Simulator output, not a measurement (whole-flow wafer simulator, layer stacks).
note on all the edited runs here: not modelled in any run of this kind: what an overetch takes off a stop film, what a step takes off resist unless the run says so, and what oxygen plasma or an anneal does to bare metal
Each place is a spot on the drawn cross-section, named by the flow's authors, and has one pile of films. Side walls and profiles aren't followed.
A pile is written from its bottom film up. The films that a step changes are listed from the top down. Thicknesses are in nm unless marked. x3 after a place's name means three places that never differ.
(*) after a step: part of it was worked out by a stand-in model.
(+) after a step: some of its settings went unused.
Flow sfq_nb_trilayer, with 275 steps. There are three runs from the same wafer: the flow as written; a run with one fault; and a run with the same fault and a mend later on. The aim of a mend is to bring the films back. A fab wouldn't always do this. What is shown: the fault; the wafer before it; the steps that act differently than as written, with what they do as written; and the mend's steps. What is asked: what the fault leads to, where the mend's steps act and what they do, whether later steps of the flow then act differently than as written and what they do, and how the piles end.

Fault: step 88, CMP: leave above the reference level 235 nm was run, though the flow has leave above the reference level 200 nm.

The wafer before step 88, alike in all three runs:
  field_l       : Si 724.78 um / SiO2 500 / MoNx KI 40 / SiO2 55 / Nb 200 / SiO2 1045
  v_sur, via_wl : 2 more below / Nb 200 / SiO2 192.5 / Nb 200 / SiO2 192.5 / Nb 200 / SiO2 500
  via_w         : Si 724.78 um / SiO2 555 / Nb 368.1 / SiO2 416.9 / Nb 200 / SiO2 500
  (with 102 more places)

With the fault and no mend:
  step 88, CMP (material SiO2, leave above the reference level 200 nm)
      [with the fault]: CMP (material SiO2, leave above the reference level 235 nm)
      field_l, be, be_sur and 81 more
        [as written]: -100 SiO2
        [with the fault]: -65 SiO2
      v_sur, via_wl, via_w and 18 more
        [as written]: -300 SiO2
        [with the fault]: -265 SiO2
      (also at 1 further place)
  Later steps of the flow acting differently than as written (3 more steps, not shown, differ only slightly: by at most 2% or 0.5 nm, whichever is larger):
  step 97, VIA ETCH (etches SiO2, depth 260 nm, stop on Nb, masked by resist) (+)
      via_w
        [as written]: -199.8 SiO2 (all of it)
        [with the fault]: -234.8 SiO2 (all of it)
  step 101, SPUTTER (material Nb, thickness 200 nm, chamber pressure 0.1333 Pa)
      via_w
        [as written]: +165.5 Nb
        [with the fault]: +158.1 Nb
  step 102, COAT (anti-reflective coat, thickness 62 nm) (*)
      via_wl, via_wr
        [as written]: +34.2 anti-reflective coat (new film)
        [with the fault]: +33.1 anti-reflective coat (new film)
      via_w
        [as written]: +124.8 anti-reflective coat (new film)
        [with the fault]: +132.2 anti-reflective coat (new film)
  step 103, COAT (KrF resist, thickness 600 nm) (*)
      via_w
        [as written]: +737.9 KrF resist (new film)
        [with the fault]: +767.1 KrF resist (new film)
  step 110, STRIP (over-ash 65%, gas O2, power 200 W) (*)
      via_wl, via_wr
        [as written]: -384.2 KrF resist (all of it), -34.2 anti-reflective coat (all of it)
        [with the fault]: -380.7 KrF resist (all of it), -33.1 anti-reflective coat (all of it)
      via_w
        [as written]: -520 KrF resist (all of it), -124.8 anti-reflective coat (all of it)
        [with the fault]: -549.1 KrF resist (all of it), -132.2 anti-reflective coat (all of it)
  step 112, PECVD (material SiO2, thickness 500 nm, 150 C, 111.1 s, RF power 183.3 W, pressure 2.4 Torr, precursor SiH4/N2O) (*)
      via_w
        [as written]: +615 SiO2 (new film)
        [with the fault]: +657.5 SiO2 (new film)
  The piles end different from the flow's at v_sur, via_wl, via_w and 36 more by more than 2% or 0.5 nm, whichever is larger.
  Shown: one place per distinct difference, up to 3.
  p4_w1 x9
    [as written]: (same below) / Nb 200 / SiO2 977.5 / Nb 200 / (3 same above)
    [with the fault]: (same below) / Nb 200 / SiO2 1012.5 / Nb 200 / (3 same above)
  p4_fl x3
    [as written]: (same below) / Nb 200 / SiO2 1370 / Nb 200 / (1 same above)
    [with the fault]: (same below) / Nb 200 / SiO2 1405 / Nb 200 / (1 same above)
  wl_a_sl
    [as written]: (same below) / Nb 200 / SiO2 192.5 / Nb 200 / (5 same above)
    [with the fault]: (same below) / Nb 200 / SiO2 227.5 / Nb 200 / (5 same above)

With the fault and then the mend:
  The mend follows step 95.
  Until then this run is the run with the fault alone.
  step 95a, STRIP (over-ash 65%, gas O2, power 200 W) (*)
      field_l, v_sur, via_wl and 102 more
        -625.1 KrF resist (all of it), -62 anti-reflective coat (all of it)
      via_w
        -62 anti-reflective coat (all of it)
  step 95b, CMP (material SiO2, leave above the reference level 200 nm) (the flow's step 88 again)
      field_l, v_sur, via_wl and 103 more
        -35 SiO2
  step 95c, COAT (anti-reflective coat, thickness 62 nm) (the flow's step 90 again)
      field_l, v_sur, via_wl and 103 more
        +62 anti-reflective coat (new film)
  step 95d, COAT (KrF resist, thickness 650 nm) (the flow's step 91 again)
      field_l, v_sur, via_wl and 103 more
        +650 KrF resist (new film)
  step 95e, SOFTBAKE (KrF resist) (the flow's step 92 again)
      leaves every film unchanged at each place that is followed
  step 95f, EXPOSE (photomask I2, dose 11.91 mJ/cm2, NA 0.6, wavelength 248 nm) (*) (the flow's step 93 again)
      leaves every film unchanged at each place that is followed
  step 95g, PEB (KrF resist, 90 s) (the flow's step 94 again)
      field_l, v_sur, via_wl and 103 more
        -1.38 KrF resist
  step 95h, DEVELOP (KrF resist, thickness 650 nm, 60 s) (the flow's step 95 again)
      field_l, v_sur, via_wl and 102 more
        -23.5 KrF resist
      via_w
        -648.6 KrF resist (all of it)
  Later steps of the flow that are run all act as written at every place that is followed.
  The piles end the same as the flow's at every place that both follow.
